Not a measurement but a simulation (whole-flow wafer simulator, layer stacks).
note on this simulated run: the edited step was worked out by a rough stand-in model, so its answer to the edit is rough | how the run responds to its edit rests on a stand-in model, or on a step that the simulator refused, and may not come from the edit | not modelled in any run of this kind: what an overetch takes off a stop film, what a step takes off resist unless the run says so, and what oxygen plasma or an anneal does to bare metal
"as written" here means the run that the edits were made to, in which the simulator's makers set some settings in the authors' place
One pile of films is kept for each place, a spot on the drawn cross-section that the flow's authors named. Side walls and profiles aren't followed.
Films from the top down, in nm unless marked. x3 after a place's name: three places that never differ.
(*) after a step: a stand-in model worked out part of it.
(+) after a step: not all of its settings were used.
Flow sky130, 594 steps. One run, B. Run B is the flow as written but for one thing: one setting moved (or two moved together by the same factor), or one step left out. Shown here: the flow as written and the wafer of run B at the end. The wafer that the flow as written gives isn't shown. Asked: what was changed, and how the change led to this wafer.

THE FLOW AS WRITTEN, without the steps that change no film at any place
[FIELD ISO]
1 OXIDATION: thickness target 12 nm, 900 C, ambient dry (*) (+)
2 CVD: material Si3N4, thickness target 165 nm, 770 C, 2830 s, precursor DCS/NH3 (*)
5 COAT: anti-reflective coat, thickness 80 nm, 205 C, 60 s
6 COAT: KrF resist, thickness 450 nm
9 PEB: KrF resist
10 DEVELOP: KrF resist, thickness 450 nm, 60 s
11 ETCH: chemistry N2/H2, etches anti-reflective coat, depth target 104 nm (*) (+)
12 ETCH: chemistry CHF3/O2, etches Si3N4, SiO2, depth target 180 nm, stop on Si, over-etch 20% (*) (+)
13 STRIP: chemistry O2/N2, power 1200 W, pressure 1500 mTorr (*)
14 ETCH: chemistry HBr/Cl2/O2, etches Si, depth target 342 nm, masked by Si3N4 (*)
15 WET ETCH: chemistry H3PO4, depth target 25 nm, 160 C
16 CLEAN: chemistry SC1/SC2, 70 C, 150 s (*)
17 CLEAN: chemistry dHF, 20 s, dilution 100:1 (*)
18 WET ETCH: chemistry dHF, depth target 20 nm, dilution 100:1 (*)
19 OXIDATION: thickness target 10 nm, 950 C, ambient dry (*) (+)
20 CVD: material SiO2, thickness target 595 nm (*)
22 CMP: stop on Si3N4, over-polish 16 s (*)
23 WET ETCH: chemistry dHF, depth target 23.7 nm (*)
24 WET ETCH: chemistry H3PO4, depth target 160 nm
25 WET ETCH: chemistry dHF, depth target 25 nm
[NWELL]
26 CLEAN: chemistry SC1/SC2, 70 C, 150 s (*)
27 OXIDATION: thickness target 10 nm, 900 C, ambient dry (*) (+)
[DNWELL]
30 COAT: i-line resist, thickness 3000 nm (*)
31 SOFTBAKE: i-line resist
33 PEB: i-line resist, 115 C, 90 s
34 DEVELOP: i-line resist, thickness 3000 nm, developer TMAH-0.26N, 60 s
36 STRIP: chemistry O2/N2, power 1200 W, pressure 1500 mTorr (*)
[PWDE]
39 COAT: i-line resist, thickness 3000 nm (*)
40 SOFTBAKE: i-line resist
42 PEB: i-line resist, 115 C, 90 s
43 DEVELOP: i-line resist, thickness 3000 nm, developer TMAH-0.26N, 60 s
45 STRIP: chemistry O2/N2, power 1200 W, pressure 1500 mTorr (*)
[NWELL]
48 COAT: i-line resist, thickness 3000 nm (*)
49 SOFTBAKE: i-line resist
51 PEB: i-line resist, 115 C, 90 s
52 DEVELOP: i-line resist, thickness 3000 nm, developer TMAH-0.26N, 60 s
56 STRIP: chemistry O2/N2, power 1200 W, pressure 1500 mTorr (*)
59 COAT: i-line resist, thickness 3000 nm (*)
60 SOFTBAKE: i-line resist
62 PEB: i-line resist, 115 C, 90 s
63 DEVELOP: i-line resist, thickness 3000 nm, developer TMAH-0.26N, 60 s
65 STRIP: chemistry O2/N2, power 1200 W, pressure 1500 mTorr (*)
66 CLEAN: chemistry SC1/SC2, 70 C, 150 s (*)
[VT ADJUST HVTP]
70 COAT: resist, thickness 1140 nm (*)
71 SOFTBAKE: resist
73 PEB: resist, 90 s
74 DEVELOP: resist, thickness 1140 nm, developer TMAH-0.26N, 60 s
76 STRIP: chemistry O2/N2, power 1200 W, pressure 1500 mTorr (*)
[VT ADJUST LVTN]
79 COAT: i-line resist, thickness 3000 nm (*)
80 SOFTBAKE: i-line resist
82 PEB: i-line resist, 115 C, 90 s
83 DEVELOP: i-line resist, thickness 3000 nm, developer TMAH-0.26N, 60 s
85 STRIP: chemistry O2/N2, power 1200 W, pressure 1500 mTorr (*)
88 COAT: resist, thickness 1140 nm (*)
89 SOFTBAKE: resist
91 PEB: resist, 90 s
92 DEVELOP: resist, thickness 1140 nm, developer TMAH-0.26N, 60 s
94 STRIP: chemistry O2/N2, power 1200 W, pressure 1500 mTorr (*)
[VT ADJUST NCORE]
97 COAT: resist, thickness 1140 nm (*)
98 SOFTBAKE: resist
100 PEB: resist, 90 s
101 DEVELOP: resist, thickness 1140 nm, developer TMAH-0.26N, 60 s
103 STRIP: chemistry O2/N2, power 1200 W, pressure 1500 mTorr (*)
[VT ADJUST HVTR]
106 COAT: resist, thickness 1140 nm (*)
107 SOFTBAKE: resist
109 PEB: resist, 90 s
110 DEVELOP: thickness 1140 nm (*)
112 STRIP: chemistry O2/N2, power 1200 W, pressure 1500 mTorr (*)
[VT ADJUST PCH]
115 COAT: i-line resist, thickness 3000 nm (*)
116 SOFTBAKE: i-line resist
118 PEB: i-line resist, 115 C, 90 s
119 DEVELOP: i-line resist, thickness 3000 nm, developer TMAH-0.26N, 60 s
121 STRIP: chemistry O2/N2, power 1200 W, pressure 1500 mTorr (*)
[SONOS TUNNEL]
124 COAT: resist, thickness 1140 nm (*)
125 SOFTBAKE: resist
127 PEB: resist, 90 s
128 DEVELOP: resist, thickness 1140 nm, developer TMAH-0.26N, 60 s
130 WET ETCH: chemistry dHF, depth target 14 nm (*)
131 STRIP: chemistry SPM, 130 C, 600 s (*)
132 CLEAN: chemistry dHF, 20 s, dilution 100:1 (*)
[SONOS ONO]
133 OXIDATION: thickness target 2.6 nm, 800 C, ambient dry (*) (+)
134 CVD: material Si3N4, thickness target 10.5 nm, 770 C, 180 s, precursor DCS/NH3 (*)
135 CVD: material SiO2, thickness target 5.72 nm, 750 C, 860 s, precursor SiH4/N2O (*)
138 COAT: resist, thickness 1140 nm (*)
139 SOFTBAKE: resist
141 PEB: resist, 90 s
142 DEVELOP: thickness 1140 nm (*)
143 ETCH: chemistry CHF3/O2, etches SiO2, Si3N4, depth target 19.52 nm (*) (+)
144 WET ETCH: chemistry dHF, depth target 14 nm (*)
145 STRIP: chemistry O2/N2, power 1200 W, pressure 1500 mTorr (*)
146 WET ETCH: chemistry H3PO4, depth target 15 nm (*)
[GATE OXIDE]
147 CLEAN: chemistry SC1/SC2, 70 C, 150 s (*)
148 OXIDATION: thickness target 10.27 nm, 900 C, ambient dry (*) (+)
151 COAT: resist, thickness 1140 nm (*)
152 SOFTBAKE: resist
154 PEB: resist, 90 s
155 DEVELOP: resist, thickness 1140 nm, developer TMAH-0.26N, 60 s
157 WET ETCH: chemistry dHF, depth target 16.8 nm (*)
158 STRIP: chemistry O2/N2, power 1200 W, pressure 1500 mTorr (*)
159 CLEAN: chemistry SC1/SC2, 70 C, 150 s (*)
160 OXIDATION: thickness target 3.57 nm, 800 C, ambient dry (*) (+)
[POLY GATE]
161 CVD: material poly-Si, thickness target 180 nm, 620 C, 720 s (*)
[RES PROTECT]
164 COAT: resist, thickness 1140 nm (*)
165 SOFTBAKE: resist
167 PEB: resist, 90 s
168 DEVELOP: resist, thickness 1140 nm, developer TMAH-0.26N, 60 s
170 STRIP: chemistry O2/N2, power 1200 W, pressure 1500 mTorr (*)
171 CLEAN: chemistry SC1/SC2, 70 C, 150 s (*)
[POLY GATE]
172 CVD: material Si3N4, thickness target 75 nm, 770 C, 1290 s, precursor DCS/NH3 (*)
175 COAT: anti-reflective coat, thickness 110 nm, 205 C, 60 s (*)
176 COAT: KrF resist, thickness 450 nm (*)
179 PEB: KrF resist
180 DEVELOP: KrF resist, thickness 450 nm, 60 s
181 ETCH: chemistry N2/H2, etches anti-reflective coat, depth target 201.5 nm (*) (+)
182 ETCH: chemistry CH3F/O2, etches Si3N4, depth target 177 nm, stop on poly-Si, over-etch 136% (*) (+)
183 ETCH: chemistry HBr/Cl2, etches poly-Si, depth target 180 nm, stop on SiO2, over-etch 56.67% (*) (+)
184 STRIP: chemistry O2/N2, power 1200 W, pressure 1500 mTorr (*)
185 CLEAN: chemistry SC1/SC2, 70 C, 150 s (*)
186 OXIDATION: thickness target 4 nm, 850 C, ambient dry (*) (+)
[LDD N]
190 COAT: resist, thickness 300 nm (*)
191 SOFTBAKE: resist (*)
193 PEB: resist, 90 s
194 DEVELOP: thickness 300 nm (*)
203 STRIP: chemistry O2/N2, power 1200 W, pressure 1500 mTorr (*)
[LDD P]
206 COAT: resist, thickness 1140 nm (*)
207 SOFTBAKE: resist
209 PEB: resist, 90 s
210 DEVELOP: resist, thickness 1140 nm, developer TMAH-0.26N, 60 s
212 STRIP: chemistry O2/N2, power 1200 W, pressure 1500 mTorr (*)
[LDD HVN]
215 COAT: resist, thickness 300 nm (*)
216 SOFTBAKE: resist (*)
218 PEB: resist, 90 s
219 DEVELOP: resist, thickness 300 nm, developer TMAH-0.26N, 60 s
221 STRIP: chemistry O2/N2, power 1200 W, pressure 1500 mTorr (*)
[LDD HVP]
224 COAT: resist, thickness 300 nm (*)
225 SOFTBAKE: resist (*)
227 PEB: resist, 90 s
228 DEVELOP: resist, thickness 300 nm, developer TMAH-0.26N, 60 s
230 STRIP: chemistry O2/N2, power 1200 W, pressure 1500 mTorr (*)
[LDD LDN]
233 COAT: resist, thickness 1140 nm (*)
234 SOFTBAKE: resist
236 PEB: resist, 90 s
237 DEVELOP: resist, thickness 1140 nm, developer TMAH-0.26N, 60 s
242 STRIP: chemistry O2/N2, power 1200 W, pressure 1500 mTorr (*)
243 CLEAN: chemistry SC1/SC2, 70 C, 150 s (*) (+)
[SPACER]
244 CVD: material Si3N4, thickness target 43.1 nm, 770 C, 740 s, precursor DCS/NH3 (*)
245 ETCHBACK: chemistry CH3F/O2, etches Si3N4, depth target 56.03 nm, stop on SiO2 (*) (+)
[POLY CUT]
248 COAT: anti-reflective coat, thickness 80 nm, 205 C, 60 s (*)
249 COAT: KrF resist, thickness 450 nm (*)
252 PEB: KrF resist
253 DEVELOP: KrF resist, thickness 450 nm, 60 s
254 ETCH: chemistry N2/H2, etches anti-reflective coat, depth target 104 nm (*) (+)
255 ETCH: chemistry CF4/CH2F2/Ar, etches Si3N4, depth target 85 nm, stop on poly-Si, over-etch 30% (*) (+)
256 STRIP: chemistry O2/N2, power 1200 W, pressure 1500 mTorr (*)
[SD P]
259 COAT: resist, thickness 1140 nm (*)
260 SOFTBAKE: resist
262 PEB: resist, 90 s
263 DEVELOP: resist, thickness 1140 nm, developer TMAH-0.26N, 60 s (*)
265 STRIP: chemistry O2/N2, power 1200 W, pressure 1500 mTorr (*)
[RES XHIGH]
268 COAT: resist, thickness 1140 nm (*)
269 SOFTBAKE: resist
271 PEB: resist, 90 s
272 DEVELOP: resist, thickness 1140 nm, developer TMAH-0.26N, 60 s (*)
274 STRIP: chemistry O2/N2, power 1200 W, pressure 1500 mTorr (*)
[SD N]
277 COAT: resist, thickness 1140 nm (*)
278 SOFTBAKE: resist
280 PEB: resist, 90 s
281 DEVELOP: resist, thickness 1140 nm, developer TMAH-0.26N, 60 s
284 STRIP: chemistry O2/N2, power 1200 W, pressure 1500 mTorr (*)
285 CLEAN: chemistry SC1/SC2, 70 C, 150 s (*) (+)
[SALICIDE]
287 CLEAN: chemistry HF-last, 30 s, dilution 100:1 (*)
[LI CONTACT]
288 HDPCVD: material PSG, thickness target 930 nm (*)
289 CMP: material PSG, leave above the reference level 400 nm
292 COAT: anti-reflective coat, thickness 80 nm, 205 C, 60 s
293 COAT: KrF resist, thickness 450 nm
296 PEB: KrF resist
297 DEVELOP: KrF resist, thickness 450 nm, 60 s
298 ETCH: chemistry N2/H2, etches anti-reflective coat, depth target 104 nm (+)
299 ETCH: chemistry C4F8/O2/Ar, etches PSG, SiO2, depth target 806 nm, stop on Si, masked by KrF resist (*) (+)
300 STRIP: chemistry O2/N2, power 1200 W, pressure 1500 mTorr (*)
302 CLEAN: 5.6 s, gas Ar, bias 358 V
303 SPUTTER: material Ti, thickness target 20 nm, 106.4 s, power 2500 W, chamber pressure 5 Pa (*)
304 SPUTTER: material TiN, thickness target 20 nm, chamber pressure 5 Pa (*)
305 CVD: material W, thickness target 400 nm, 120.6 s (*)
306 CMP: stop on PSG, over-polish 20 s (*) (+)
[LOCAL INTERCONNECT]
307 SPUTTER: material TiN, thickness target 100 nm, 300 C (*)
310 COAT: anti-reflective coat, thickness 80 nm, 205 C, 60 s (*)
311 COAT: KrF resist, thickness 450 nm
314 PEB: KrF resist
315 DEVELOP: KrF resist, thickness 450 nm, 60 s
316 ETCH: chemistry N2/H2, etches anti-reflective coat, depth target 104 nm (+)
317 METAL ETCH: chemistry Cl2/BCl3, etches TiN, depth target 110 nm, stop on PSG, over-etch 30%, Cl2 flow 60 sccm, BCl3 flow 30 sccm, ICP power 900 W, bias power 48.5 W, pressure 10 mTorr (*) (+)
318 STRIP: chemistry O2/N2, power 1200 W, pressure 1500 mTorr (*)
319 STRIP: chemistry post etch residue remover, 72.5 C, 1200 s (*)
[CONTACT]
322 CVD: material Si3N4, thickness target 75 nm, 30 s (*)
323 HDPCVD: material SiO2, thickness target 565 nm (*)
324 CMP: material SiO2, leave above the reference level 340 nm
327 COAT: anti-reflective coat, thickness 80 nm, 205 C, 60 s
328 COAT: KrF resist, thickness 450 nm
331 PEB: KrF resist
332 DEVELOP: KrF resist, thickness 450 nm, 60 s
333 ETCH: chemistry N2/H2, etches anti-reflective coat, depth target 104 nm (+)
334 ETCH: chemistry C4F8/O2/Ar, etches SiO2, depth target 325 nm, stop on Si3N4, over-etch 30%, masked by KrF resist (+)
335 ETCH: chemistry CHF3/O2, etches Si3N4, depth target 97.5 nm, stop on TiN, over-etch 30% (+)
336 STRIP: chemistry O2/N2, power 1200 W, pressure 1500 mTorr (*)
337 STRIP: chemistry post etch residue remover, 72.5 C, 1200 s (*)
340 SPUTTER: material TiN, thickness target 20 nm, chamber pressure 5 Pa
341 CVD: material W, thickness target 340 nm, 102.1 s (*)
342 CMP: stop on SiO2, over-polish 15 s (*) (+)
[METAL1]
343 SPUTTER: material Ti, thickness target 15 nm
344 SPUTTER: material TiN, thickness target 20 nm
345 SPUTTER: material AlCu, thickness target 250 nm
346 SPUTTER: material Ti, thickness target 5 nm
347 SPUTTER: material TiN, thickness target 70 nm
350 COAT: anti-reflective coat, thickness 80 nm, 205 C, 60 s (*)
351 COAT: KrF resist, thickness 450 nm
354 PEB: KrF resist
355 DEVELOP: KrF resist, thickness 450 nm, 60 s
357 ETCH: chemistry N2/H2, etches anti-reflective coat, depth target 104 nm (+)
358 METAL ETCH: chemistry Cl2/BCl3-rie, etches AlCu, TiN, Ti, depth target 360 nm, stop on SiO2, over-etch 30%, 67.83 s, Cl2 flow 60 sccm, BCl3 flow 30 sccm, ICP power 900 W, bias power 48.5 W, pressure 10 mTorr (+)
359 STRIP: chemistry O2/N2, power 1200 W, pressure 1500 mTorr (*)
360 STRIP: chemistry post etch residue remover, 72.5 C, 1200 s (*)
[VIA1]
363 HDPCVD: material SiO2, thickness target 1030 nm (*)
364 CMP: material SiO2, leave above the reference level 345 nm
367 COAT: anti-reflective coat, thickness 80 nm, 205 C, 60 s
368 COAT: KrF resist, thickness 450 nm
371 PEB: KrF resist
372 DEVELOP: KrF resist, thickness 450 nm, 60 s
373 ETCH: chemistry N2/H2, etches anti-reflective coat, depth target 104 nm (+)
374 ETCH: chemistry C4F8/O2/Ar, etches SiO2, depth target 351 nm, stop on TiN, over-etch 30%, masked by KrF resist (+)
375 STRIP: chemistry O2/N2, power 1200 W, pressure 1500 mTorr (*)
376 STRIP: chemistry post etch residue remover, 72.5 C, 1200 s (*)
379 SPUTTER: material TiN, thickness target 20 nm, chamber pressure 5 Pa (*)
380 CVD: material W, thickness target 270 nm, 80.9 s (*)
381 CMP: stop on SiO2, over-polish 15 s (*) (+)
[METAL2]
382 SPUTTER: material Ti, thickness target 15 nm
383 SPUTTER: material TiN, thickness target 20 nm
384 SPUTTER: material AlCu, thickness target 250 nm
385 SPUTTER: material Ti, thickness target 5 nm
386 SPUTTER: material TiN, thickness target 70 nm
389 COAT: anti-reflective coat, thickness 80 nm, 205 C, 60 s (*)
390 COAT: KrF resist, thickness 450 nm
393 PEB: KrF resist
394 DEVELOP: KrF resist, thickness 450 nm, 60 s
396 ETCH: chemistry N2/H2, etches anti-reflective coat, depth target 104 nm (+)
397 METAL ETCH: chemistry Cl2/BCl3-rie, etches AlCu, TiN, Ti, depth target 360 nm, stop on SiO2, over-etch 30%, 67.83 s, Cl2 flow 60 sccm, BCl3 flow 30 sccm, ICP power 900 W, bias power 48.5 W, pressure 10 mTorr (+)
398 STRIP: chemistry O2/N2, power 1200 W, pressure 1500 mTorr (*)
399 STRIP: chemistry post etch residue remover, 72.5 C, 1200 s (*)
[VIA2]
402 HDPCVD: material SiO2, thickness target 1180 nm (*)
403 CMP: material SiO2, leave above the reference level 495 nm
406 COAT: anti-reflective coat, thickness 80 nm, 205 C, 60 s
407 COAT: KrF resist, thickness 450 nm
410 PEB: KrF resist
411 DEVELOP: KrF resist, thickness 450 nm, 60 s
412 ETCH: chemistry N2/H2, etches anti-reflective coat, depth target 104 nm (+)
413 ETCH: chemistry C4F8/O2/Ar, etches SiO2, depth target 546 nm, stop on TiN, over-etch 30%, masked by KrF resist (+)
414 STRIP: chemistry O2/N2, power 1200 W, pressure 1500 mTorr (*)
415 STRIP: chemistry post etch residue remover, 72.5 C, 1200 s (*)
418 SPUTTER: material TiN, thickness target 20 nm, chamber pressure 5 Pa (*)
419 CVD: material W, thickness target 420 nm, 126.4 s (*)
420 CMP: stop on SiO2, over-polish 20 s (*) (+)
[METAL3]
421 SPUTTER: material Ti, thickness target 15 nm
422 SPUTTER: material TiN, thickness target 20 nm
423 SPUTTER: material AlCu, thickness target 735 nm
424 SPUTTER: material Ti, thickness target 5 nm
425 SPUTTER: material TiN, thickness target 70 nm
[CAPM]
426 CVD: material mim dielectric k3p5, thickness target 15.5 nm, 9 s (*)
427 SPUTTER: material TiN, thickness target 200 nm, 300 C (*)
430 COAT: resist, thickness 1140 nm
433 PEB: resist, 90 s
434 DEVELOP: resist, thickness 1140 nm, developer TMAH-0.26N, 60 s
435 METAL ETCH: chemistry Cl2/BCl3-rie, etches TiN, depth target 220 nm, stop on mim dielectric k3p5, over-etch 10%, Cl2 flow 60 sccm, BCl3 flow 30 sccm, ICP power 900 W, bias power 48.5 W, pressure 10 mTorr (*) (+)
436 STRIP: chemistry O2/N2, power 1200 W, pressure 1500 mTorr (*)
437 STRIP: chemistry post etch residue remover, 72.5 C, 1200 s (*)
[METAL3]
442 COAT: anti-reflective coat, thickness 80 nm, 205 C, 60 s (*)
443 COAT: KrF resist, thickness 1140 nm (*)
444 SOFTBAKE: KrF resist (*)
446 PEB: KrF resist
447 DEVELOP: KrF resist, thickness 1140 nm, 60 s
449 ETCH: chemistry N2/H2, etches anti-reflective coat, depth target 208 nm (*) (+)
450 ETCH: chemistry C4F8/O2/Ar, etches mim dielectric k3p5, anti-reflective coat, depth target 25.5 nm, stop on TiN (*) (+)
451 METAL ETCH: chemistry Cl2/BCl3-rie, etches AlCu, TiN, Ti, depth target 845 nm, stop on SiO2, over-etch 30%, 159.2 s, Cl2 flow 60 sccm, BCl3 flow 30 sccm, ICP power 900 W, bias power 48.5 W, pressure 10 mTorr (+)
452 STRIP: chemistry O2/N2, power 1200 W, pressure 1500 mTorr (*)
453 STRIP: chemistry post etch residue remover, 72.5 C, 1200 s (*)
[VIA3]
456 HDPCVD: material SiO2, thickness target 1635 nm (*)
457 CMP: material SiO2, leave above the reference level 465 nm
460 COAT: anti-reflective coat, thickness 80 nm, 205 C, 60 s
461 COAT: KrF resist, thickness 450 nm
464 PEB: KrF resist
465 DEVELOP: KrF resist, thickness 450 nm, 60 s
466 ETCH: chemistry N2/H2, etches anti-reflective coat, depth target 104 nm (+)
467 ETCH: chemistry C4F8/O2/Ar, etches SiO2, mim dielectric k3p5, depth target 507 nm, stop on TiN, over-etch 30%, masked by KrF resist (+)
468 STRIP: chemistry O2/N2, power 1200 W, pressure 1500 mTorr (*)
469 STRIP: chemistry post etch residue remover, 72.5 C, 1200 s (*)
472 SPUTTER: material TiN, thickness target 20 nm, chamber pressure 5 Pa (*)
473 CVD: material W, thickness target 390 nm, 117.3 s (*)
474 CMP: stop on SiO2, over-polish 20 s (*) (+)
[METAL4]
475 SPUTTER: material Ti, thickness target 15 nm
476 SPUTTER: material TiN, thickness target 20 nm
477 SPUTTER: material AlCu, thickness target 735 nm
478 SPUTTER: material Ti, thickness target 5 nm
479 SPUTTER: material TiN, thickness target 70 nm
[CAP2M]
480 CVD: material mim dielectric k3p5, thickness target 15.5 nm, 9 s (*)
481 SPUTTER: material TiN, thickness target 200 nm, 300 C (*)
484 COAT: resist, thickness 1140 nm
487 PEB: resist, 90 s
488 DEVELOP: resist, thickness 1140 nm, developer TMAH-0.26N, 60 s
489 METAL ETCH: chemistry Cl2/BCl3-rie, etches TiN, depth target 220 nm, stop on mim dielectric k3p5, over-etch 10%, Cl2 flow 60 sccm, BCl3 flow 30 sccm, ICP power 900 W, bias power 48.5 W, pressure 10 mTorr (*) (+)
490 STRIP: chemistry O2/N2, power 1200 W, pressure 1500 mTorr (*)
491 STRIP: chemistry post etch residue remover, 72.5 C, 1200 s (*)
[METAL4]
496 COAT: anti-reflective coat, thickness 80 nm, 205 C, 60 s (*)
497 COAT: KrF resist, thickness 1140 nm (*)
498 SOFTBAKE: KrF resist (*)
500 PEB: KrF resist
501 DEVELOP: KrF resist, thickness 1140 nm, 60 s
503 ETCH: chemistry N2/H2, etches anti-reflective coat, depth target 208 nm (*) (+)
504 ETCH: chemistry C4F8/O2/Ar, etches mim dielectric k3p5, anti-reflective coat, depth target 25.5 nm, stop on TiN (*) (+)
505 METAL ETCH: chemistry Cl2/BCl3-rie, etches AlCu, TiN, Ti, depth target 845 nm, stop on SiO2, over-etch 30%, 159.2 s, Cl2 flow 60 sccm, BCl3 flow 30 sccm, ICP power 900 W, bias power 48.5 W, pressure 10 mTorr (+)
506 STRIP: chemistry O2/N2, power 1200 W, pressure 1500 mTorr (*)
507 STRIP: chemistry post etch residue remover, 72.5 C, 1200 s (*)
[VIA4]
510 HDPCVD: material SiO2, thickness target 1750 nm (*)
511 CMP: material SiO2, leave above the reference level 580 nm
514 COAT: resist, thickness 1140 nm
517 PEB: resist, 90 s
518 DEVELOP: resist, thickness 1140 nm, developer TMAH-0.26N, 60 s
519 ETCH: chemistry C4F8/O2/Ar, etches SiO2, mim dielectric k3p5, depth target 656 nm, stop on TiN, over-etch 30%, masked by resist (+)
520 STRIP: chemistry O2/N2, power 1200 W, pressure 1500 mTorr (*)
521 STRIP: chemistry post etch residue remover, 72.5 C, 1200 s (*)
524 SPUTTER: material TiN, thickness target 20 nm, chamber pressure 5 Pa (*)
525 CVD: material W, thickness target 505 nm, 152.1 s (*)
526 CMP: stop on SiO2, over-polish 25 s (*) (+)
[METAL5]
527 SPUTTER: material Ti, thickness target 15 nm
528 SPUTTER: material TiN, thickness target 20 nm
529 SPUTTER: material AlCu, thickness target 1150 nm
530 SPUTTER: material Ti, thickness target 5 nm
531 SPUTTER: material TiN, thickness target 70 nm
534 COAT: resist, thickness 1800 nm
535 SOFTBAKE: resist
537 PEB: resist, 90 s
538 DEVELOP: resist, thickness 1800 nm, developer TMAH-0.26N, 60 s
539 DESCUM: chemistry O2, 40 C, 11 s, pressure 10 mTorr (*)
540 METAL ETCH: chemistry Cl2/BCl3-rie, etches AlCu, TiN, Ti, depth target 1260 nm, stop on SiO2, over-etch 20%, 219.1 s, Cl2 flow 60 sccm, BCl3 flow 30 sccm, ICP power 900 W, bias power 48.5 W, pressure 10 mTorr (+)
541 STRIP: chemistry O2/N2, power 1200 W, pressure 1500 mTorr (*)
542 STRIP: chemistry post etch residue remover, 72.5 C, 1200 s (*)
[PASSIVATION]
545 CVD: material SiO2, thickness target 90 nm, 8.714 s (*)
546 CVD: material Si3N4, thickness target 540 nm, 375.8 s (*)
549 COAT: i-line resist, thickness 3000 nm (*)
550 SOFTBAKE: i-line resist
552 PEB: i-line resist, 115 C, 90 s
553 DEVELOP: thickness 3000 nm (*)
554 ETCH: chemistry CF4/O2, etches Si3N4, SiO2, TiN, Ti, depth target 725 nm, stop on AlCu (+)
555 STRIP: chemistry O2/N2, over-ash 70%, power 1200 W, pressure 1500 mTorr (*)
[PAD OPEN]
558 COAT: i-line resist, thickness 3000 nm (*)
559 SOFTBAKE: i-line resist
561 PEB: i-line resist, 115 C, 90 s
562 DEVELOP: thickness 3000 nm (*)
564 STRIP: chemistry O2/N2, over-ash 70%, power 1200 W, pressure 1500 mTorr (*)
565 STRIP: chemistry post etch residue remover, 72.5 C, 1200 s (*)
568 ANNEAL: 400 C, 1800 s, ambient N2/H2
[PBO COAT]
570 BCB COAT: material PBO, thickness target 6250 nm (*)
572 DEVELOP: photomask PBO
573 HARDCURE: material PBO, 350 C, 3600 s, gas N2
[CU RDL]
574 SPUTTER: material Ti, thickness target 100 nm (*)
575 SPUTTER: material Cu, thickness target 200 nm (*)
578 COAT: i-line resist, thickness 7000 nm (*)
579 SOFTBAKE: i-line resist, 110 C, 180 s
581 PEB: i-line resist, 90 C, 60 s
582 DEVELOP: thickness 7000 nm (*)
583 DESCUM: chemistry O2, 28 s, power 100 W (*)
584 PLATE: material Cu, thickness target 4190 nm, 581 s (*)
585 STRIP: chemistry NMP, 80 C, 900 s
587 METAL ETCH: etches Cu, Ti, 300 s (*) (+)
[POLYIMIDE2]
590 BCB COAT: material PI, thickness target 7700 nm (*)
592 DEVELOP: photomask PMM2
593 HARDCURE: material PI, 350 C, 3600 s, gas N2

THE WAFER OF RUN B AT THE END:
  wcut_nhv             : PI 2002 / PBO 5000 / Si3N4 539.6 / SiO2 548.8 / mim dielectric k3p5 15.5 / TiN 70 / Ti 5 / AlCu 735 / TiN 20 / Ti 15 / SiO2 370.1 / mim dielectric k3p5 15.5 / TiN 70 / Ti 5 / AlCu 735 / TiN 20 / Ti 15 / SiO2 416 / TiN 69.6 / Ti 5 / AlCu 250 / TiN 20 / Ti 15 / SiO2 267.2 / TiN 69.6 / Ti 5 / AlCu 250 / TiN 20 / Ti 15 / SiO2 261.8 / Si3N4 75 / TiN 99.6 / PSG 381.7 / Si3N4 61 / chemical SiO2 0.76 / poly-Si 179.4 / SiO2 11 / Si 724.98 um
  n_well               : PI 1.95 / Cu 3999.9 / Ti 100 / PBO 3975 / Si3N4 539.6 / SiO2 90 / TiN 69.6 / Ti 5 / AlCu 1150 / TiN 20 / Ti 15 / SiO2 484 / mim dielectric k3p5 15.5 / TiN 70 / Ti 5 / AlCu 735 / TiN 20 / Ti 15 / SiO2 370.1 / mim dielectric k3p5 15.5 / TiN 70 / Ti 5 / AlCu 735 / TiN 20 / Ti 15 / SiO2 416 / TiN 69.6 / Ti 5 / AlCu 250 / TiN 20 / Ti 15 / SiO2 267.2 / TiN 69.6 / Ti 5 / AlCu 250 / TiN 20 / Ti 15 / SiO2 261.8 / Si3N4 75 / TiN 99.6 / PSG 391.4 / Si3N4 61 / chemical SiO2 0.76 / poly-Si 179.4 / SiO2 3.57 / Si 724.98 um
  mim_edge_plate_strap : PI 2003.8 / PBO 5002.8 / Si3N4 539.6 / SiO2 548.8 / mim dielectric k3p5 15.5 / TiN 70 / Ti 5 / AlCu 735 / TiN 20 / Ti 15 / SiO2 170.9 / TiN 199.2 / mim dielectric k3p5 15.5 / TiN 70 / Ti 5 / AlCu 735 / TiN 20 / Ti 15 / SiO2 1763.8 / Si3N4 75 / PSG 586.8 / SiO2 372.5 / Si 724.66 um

The cause: step 590, BCB COAT: thickness target 3080 nm was run, where the flow has thickness target 7700 nm.

How the change led to this, step by step:
  590 BCB COAT: material PI, thickness target 7700 nm (*)
      de16_gate_nw: PI +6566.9 (new film) (as written it would be: PI +11.5 um (new film))
      dice_street, wcut_nhv, wcut_phv and 14 more: PI +3080 (new film) (as written it would be: PI +7700 (new film))
      (and at 175 more places)
  592 DEVELOP: photomask PMM2
      pad: PI -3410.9 (all of it) (as written it would be: PI -8030.8 (all of it))
  593 HARDCURE: material PI, 350 C, 3600 s, gas N2
      dice_street, wcut_nhv, wcut_phv and 16 more: PI -1078 (as written it would be: PI -2695)
      gate_len, gate_lvt_sd_len, gate_p_sd_len, gate_p_hvt_sd_len, gate_p_lvt_sd_len, gate_len_250: PI -1078 (as written it would be: PI -2695.1)
      (and at 167 more places)
